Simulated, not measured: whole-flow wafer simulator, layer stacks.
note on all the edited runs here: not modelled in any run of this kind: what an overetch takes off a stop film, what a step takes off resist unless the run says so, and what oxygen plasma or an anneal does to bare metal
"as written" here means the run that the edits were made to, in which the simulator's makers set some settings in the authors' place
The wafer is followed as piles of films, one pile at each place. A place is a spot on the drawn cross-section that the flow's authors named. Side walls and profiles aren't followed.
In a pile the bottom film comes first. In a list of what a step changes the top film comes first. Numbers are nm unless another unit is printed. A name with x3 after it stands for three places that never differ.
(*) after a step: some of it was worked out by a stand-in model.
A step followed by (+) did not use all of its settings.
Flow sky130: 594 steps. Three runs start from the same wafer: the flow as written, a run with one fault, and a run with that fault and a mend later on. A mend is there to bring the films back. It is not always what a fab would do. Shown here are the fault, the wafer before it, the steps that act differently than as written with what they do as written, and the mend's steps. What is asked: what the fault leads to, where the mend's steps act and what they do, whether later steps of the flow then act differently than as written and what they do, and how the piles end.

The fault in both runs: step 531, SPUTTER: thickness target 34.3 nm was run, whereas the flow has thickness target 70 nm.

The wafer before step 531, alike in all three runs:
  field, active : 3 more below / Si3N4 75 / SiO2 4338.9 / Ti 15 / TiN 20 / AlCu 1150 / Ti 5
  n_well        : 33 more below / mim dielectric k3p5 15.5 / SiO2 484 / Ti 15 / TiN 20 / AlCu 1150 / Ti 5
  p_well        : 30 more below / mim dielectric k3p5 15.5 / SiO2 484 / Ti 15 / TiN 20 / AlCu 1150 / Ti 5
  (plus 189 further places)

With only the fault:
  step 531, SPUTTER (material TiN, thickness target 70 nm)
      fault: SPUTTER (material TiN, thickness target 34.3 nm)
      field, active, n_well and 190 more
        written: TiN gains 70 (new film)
        fault: TiN gains 34.3 (new film)
  Steps later in the flow that act otherwise than as written (not shown: 17 more steps that differ only slightly, by at most 2% or 0.5 nm, whichever is larger):
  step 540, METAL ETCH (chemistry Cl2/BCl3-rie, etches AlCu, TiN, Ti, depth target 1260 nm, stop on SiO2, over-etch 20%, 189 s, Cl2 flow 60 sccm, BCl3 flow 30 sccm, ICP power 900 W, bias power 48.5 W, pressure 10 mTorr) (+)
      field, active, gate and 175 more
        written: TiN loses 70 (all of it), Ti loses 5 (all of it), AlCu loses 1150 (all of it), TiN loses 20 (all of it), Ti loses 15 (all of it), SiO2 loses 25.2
        fault: TiN loses 34.3 (all of it), Ti loses 5 (all of it), AlCu loses 1150 (all of it), TiN loses 20 (all of it), Ti loses 15 (all of it), SiO2 loses 28.8
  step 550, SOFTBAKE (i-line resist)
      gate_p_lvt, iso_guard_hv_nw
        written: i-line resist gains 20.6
        fault: i-line resist gains 19.9
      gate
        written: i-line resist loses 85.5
        fault: i-line resist loses 82
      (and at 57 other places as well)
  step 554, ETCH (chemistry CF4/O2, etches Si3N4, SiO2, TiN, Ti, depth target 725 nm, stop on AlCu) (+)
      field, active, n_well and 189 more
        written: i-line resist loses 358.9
        fault: i-line resist loses 323.2
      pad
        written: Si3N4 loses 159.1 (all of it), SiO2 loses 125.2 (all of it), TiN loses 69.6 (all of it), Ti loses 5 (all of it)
        fault: Si3N4 loses 159.1 (all of it), SiO2 loses 125.2 (all of it), TiN loses 33.9 (all of it), Ti loses 5 (all of it)
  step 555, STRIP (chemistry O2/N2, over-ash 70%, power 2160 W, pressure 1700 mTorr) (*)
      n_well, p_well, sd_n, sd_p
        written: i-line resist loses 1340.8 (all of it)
        fault: i-line resist loses 1407.9 (all of it)
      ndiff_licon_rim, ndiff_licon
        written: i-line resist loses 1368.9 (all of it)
        fault: i-line resist loses 1435.1 (all of it)
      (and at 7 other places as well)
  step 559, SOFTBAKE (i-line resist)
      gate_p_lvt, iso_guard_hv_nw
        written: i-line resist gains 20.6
        fault: i-line resist gains 19.9
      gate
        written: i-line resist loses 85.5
        fault: i-line resist loses 82
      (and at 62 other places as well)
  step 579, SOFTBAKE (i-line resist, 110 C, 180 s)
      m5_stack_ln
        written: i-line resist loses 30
        fault: i-line resist loses 29.1
  At n_well, p_well, sd_n and 11 more, the piles at the end differ from the flow's by more than 2% or 0.5 nm, whichever is larger.
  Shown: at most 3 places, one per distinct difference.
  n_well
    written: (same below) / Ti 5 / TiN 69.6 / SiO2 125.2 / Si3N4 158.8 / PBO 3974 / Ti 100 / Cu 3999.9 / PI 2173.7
    fault: (same below) / Ti 5 / TiN 33.9 / SiO2 125.2 / Si3N4 158.8 / PBO 3999.7 / Ti 100 / Cu 3999.9 / PI 2177.9
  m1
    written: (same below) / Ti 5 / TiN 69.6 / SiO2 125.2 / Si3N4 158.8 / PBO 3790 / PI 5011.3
    fault: (same below) / Ti 5 / TiN 33.9 / SiO2 125.2 / Si3N4 158.8 / PBO 3819.7 / PI 5013.1
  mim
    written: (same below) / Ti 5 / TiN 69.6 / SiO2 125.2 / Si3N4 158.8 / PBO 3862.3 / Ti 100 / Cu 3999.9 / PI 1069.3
    fault: (same below) / Ti 5 / TiN 33.9 / SiO2 125.2 / Si3N4 158.8 / PBO 3890 / Ti 100 / Cu 3999.9 / PI 1072.4

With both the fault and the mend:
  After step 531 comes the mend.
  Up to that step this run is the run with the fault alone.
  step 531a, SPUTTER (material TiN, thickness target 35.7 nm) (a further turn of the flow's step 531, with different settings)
      field, active, n_well and 190 more
        TiN gains 35.7
  None of the later steps of the flow acts differently than as written at any place that is followed.
  The piles end the same as the flow's at every place that both follow.
